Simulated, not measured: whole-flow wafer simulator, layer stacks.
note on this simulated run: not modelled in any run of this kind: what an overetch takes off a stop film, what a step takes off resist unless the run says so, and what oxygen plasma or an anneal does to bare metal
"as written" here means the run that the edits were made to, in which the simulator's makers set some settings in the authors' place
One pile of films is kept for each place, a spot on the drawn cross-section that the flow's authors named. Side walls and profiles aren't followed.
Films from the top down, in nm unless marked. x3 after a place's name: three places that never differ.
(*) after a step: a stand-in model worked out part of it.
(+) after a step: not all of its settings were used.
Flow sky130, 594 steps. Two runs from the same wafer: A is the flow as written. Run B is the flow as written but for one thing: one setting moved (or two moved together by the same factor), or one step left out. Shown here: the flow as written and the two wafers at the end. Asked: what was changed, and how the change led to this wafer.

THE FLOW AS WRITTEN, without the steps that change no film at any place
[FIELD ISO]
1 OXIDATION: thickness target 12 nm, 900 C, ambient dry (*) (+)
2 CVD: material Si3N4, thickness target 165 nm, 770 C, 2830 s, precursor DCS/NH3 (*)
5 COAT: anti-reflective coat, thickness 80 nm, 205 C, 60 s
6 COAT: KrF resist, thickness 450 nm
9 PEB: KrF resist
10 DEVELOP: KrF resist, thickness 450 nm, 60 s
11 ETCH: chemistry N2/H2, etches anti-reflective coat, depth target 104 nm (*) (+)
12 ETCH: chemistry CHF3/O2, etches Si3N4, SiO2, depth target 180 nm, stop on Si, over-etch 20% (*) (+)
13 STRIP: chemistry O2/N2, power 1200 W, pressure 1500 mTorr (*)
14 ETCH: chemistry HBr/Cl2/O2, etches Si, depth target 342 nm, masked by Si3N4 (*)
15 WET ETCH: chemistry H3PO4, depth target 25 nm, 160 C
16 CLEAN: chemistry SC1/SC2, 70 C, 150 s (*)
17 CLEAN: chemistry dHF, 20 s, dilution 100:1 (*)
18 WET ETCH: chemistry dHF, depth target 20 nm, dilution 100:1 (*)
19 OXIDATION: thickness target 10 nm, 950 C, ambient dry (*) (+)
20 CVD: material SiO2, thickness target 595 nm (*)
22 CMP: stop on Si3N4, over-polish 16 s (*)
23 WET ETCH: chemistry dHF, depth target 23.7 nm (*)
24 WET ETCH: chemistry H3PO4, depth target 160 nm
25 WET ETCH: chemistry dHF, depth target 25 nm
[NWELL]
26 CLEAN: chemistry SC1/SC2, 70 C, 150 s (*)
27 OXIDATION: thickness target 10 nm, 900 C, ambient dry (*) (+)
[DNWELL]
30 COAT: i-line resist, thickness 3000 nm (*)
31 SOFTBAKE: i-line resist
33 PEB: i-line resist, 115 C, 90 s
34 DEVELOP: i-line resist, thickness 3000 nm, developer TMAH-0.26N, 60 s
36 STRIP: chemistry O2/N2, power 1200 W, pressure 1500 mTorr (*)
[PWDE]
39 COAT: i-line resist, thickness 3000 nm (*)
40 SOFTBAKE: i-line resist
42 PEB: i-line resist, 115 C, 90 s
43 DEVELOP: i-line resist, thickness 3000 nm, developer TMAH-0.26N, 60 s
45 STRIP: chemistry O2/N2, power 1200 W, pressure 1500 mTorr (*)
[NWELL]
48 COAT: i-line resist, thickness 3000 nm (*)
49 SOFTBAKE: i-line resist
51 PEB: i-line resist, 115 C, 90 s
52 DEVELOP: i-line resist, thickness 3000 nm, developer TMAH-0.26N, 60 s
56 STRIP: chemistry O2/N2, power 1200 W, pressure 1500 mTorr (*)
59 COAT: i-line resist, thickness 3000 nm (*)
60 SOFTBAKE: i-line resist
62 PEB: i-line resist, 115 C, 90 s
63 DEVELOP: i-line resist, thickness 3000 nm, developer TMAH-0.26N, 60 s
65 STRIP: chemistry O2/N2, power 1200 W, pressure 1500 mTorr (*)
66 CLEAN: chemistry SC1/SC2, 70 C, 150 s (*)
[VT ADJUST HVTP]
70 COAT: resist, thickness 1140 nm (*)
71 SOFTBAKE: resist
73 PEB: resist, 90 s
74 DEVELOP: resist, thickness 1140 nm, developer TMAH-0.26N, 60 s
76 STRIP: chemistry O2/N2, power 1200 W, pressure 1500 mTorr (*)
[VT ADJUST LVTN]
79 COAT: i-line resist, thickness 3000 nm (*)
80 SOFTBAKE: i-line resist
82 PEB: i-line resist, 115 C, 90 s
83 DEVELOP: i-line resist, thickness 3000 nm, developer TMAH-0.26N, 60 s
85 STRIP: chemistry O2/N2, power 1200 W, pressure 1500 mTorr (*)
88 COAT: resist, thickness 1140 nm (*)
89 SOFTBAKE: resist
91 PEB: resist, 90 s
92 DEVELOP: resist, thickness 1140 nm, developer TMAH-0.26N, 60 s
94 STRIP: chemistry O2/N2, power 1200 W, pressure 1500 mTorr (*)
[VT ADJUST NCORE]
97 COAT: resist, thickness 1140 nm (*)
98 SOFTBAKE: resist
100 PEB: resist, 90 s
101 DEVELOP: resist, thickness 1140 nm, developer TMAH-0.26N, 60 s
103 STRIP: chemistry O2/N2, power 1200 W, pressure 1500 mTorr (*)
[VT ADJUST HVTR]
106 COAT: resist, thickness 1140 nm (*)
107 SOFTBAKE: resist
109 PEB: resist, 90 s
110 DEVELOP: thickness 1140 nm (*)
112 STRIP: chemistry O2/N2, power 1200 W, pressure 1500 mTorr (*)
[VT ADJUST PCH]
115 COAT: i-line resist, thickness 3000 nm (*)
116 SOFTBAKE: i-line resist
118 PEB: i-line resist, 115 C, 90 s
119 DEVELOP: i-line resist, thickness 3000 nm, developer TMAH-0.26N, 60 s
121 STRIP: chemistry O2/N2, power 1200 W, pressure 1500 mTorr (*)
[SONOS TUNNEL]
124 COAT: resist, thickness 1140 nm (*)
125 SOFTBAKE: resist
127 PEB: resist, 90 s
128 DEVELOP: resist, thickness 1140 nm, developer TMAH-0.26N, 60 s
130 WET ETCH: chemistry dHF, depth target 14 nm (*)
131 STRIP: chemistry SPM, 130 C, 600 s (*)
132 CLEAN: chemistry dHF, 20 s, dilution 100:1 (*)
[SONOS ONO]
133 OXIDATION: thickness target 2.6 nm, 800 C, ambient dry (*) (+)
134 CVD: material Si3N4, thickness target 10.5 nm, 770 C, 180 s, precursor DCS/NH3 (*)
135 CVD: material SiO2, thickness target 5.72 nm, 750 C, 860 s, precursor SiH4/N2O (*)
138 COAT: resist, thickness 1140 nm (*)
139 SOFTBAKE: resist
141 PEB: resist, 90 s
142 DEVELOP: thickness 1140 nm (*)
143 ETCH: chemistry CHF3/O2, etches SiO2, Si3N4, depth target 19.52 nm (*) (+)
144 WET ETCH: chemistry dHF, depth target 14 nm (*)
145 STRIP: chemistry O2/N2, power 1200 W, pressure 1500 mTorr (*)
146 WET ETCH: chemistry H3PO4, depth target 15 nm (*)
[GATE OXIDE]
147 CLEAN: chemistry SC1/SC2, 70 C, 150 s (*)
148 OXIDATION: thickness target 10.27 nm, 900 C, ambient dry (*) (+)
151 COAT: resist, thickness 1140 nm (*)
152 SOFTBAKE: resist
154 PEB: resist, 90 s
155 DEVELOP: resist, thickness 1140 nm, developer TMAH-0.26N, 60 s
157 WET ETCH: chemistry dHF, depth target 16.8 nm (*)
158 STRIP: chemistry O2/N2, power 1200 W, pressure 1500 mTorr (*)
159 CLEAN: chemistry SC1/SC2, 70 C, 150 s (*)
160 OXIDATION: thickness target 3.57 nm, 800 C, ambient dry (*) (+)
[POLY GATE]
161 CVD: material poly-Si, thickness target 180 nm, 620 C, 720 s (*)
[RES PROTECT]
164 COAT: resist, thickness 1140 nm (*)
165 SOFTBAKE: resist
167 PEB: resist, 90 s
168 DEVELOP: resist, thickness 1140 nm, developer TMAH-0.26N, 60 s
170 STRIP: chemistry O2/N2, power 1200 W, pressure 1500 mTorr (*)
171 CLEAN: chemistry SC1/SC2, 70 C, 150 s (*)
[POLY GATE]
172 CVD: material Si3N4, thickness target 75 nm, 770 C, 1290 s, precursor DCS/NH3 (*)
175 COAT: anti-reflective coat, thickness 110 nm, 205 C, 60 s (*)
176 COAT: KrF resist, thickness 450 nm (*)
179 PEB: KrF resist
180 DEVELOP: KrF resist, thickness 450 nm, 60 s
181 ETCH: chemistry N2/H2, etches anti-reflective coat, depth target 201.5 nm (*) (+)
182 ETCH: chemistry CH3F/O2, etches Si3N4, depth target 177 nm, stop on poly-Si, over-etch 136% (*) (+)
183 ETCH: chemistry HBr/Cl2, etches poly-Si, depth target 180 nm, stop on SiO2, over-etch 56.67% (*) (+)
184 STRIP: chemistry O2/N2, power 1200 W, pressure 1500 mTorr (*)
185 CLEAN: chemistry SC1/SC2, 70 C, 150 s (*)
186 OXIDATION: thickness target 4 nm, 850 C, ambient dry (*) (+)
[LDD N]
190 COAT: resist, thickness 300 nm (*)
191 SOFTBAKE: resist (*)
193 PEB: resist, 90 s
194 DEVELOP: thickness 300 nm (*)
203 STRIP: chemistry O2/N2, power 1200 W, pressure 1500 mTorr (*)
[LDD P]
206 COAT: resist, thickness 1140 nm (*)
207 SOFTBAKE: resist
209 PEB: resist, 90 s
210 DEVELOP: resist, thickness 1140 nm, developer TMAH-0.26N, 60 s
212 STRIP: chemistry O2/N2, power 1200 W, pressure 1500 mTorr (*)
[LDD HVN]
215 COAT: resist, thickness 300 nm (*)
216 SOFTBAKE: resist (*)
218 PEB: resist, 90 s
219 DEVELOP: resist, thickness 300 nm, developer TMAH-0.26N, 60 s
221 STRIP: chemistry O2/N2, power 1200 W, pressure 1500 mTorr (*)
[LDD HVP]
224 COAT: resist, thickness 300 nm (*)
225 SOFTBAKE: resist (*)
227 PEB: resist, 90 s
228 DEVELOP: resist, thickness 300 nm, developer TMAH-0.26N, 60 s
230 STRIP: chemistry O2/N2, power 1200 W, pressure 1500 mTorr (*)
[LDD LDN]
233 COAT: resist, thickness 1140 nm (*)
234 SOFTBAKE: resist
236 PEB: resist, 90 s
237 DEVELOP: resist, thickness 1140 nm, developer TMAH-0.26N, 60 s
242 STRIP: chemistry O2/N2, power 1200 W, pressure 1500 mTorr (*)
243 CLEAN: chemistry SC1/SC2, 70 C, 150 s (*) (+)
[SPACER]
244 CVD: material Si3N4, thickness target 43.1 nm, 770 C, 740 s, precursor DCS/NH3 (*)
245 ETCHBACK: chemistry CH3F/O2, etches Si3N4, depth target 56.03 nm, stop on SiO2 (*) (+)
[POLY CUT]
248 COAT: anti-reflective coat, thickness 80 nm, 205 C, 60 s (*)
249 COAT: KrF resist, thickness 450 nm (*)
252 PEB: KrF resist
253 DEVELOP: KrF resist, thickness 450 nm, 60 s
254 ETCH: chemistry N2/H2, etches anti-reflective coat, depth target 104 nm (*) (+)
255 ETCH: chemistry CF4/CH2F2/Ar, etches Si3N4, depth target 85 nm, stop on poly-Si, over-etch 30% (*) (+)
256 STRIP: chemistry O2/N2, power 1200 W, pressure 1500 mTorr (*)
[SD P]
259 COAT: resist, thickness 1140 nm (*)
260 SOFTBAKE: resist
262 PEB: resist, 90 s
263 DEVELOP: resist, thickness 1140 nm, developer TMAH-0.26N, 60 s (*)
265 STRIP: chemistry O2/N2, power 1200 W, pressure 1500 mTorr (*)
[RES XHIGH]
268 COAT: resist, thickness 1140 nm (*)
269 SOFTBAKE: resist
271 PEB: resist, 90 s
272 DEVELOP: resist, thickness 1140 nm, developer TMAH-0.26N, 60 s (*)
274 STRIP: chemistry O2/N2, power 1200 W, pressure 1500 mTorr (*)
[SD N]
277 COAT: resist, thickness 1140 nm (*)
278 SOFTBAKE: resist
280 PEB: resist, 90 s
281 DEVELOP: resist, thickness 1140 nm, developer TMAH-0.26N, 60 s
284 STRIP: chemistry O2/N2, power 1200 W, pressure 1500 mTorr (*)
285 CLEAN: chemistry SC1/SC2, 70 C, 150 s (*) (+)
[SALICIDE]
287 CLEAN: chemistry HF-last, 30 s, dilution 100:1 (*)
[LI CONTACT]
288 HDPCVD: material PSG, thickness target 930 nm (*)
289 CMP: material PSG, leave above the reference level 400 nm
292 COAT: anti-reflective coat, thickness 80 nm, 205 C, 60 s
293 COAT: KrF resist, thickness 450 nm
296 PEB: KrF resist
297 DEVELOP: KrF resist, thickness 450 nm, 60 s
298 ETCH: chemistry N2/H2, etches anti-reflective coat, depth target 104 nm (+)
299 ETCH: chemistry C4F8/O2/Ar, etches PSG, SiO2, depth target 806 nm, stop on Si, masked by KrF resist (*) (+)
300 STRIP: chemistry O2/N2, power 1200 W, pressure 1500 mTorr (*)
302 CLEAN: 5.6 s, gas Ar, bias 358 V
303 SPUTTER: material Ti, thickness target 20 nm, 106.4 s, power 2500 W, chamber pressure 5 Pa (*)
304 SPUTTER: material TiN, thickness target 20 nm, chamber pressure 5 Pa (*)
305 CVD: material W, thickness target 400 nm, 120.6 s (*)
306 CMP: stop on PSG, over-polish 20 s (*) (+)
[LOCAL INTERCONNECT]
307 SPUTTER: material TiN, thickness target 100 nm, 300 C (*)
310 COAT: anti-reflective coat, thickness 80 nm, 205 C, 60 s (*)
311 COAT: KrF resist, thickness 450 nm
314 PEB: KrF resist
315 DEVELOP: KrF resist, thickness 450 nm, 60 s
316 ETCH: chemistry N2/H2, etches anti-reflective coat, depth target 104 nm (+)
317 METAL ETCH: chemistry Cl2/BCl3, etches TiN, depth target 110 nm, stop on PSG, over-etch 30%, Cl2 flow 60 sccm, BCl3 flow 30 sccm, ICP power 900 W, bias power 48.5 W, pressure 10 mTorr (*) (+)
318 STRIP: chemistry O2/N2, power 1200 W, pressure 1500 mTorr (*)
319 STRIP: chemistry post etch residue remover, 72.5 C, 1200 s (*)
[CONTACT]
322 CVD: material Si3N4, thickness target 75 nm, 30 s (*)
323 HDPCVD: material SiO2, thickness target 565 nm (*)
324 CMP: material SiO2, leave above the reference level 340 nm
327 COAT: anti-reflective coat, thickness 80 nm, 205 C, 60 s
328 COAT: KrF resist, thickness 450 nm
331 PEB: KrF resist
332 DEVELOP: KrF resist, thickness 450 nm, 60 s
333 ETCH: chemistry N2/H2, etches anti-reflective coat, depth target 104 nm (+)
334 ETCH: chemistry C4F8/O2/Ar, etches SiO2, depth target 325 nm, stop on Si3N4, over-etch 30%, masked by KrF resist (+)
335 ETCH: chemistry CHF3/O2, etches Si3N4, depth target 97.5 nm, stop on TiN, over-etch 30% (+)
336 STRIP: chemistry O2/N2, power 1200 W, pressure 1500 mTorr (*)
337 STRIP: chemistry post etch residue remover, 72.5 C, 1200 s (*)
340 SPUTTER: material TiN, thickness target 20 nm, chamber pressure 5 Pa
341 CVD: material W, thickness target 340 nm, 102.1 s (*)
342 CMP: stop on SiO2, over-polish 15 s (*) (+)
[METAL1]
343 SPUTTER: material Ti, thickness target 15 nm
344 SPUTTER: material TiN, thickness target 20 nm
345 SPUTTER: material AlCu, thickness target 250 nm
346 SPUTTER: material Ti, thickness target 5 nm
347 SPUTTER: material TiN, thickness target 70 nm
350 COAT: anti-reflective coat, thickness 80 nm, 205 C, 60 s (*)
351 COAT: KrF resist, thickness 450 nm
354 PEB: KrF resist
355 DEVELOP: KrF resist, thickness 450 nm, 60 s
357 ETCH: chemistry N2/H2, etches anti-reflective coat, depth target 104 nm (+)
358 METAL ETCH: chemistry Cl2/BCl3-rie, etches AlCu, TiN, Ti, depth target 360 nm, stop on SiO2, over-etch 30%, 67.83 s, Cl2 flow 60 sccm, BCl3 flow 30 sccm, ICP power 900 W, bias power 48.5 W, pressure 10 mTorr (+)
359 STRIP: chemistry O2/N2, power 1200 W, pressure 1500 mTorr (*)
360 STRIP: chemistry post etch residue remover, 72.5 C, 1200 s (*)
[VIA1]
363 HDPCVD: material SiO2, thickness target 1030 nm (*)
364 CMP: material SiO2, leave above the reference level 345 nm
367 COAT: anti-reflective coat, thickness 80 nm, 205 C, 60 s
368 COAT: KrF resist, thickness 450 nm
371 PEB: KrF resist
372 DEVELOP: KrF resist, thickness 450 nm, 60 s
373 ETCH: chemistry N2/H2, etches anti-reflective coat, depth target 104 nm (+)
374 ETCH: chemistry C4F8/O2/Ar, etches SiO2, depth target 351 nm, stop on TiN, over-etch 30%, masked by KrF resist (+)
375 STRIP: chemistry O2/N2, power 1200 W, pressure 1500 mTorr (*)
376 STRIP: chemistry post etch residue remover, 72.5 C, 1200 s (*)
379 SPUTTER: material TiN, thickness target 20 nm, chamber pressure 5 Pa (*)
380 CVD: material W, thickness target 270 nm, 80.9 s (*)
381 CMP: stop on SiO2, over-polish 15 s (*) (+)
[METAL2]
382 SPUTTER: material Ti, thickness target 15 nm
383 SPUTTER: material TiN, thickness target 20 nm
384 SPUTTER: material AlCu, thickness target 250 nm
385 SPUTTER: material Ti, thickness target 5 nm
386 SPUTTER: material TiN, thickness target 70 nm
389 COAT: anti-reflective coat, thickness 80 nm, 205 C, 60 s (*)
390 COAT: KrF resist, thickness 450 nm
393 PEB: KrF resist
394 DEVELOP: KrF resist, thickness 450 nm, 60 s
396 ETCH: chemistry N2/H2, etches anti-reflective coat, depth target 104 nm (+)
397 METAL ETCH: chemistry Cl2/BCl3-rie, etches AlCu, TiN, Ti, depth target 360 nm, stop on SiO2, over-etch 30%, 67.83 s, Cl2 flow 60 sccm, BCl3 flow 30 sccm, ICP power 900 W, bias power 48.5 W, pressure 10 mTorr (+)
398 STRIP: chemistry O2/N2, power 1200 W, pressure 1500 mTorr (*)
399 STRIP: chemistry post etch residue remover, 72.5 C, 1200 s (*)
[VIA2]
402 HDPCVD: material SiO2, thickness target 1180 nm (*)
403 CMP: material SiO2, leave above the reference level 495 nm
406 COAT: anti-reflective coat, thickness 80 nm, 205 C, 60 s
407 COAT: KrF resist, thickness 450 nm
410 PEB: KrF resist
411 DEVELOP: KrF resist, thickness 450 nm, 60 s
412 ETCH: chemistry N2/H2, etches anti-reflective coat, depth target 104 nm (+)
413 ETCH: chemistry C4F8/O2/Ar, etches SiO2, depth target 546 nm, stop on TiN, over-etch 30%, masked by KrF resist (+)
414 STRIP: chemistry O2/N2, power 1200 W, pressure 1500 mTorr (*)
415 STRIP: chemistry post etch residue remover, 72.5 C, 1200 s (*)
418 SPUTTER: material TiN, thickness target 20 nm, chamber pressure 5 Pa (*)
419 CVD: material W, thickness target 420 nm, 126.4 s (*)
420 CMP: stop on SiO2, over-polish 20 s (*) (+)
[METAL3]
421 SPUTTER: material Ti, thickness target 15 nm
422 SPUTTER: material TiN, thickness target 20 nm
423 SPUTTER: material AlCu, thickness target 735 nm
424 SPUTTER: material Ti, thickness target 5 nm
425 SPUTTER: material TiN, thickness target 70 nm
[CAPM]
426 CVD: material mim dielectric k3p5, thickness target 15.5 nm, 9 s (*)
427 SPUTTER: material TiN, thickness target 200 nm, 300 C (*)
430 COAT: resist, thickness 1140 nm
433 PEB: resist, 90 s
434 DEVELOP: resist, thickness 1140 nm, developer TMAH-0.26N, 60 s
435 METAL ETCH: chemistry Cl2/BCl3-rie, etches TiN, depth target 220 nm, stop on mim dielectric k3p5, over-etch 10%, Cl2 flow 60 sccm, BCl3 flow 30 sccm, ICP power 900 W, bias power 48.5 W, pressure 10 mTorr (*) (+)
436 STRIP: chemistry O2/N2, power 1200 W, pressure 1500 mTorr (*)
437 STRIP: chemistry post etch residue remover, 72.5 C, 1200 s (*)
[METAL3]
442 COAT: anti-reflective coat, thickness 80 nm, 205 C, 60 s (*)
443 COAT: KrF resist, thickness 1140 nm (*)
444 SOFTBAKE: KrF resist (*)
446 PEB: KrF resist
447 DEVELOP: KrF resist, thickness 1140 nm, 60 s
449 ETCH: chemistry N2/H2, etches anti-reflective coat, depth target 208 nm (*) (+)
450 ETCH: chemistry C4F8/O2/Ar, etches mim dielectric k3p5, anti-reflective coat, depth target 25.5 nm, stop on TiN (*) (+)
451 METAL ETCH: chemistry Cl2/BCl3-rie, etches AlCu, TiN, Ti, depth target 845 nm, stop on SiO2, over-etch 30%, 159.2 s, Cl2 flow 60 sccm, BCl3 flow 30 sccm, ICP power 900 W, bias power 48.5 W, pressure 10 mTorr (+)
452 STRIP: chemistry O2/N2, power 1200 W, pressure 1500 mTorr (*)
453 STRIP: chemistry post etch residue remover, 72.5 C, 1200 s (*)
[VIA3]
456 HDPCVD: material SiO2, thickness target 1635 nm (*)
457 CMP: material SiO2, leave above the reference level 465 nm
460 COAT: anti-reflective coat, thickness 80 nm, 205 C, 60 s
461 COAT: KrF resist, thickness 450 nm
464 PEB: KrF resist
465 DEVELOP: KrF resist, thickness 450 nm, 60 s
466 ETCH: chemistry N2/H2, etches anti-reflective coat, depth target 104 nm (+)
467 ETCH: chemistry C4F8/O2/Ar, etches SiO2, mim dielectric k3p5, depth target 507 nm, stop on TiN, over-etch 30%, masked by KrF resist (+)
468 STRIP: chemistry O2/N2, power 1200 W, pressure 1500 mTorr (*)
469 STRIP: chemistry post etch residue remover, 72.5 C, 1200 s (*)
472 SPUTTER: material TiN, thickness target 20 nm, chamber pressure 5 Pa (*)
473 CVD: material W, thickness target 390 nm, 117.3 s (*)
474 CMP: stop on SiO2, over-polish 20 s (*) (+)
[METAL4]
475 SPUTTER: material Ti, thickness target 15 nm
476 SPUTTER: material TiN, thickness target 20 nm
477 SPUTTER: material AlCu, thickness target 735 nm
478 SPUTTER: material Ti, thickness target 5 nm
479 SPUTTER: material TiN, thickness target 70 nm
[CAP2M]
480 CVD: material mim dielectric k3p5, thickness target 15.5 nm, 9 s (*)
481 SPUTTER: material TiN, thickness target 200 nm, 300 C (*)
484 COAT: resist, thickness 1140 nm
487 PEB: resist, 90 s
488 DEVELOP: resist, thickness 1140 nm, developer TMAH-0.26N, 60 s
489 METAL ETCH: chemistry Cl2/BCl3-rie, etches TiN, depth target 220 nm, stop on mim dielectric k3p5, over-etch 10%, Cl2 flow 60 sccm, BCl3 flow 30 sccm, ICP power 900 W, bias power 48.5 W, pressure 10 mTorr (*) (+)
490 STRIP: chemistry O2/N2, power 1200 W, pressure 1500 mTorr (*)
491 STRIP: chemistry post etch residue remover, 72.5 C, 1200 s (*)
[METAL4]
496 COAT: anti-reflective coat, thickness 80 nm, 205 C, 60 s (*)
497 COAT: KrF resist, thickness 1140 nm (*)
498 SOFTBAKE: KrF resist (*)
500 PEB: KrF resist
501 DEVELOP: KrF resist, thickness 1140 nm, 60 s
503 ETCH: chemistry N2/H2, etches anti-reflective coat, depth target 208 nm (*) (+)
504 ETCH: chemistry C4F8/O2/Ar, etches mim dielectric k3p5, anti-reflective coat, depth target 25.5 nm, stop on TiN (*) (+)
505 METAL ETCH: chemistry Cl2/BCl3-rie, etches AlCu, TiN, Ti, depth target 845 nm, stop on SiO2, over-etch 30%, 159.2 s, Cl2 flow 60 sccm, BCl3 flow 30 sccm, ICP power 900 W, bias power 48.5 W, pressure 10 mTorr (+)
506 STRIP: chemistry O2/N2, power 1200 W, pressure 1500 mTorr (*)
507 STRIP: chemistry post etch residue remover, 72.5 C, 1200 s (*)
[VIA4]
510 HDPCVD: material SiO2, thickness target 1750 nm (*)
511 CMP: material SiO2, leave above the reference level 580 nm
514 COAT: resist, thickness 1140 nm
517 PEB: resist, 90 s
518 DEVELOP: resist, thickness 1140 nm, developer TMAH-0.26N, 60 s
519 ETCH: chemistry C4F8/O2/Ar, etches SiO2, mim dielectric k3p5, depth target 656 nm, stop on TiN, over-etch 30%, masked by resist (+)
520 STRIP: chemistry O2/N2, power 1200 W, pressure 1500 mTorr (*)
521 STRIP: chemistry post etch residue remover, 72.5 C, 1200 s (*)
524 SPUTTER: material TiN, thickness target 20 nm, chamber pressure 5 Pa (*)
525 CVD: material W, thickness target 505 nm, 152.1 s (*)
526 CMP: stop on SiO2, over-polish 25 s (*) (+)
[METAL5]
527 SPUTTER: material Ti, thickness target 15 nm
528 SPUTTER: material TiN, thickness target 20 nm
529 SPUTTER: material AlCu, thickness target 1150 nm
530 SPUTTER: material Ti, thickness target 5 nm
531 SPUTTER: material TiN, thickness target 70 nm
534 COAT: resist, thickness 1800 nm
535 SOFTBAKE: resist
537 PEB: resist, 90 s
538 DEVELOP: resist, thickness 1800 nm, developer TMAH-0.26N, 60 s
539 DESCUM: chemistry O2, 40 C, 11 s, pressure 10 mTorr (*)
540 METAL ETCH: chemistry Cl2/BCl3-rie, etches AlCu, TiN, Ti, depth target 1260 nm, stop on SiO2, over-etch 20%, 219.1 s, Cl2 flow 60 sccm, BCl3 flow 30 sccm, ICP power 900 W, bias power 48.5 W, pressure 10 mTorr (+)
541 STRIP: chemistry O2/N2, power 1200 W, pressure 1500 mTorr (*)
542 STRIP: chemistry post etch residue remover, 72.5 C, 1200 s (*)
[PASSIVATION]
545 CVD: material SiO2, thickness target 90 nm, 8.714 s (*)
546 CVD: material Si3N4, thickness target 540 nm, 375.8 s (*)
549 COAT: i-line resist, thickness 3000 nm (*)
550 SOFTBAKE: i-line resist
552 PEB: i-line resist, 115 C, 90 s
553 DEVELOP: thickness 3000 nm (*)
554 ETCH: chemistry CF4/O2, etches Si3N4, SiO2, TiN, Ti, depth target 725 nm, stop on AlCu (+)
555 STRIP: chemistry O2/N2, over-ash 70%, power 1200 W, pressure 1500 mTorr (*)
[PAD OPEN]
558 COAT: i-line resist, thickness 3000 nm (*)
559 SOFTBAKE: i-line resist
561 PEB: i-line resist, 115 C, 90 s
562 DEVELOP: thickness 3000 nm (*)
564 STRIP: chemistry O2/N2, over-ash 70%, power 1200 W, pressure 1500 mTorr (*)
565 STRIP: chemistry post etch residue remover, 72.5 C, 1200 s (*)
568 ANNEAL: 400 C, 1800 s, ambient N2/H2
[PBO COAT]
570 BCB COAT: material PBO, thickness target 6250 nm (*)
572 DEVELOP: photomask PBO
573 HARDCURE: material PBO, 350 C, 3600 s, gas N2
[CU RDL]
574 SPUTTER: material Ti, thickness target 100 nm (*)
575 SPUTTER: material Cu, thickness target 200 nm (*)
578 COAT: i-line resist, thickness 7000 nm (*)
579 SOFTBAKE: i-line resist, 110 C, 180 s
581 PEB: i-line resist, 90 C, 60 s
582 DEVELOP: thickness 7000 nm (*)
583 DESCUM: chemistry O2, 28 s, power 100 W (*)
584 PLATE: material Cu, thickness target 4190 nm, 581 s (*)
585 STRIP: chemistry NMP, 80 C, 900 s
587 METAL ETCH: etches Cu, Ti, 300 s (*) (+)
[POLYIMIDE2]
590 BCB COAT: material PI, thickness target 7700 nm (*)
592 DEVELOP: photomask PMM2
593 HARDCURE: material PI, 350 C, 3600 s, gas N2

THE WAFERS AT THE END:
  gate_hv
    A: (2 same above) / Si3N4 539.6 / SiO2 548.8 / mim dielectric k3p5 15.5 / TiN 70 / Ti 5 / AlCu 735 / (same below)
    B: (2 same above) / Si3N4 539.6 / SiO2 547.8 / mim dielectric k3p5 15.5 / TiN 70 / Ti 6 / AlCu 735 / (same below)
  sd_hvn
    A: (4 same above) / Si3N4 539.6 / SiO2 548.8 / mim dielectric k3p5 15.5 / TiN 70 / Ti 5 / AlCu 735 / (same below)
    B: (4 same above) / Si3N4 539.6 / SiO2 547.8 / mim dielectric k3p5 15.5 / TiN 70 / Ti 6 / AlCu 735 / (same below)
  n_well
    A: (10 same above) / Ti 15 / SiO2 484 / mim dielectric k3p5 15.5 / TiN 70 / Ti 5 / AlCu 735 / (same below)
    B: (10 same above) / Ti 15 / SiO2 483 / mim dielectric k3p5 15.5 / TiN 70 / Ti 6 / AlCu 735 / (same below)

The cause: step 478, SPUTTER: thickness target 6 nm was run, where the flow has thickness target 5 nm.
It can be read off the wafer: gate_hv has Ti 6, and step 478 as written asks for 5 nm.

How the change led to this, step by step:
  478 SPUTTER: material Ti, thickness target 5 nm
      field, active, n_well and 189 more: A Ti +5 (new film) | B Ti +6 (new film)
  505 METAL ETCH: chemistry Cl2/BCl3-rie, etches AlCu, TiN, Ti, depth target 845 nm, stop on SiO2, over-etch 30%, 159.2 s, Cl2 flow 60 sccm, BCl3 flow 30 sccm, ICP power 900 W, bias power 48.5 W, pressure 10 mTorr (+)
      field, active, gate and 70 more: A TiN -70 (all of it), Ti -5 (all of it), AlCu -735 (all of it), TiN -20 (all of it), Ti -15 (all of it), SiO2 -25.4 | B TiN -70 (all of it), Ti -6 (all of it), AlCu -735 (all of it), TiN -20 (all of it), Ti -15 (all of it), SiO2 -25.2
      vpp_iso1, mim_edge_plate, m1_ln and 12 more: A TiN -70 (all of it), Ti -5 (all of it), AlCu -735 (all of it), TiN -20 (all of it), Ti -15 (all of it), SiO2 -25.3 | B TiN -70 (all of it), Ti -6 (all of it), AlCu -735 (all of it), TiN -20 (all of it), Ti -15 (all of it), SiO2 -25.2
